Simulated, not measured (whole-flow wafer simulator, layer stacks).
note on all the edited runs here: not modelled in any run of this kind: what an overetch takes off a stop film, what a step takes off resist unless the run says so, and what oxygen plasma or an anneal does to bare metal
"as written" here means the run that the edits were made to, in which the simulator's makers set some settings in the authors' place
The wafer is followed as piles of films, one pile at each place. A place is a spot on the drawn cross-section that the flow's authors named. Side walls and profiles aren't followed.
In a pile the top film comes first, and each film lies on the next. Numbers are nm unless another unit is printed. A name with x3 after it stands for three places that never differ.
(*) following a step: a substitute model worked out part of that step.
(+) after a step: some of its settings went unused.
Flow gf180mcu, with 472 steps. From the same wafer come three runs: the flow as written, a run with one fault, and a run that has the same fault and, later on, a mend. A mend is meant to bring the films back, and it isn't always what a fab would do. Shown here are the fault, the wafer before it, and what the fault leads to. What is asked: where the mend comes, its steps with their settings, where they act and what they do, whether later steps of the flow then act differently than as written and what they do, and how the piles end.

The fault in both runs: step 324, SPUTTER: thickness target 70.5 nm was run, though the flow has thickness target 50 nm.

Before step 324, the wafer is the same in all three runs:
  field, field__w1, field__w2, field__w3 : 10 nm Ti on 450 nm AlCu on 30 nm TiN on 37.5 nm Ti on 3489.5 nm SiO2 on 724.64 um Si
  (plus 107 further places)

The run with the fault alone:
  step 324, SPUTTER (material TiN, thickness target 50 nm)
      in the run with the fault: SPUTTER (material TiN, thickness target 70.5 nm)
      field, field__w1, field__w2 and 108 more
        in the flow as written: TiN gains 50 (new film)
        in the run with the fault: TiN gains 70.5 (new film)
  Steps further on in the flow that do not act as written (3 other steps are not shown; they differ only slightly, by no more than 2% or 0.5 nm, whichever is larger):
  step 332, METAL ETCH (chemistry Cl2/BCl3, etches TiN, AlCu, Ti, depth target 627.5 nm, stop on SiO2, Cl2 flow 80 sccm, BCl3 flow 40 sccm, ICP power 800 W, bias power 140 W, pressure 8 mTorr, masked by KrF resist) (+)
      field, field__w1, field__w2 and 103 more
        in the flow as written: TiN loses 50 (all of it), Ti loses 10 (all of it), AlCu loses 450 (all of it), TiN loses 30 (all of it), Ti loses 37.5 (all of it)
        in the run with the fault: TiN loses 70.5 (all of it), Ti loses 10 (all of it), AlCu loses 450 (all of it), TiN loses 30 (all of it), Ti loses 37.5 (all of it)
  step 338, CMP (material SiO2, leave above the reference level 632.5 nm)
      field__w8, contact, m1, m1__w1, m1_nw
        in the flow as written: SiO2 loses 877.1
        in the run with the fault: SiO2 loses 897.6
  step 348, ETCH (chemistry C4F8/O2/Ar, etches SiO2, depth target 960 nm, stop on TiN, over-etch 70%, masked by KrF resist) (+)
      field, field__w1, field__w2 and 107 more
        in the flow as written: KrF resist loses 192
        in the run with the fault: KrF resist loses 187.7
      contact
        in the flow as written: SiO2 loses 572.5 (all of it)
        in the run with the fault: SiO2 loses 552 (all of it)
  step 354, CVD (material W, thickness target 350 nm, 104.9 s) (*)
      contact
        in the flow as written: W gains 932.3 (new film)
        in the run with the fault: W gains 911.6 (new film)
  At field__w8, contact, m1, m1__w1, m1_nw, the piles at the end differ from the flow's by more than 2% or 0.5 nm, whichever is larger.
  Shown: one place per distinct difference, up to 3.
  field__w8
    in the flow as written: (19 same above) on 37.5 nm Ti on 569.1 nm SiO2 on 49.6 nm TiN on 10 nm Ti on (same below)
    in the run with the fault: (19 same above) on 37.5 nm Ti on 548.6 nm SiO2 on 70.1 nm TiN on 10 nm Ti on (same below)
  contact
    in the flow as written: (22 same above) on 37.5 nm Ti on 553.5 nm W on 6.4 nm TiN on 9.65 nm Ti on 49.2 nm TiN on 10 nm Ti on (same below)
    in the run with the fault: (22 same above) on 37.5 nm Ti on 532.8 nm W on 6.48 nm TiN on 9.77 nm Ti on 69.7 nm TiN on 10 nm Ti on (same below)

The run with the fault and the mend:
  The mend stands after step 324.
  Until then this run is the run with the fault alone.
  step 324a, METAL ETCH (chemistry Cl2/BCl3, etches TiN, AlCu, Ti, depth target 20.5 nm, Cl2 flow 80 sccm, BCl3 flow 40 sccm, ICP power 800 W, bias power 140 W, pressure 8 mTorr) (the flow's step 260 again, with other settings)
      field, field__w1, field__w2 and 108 more
        TiN loses 20.5
  None of the later steps of the flow acts differently than as written at any place that is followed.
  The piles end the same as the flow's at every place that both follow.
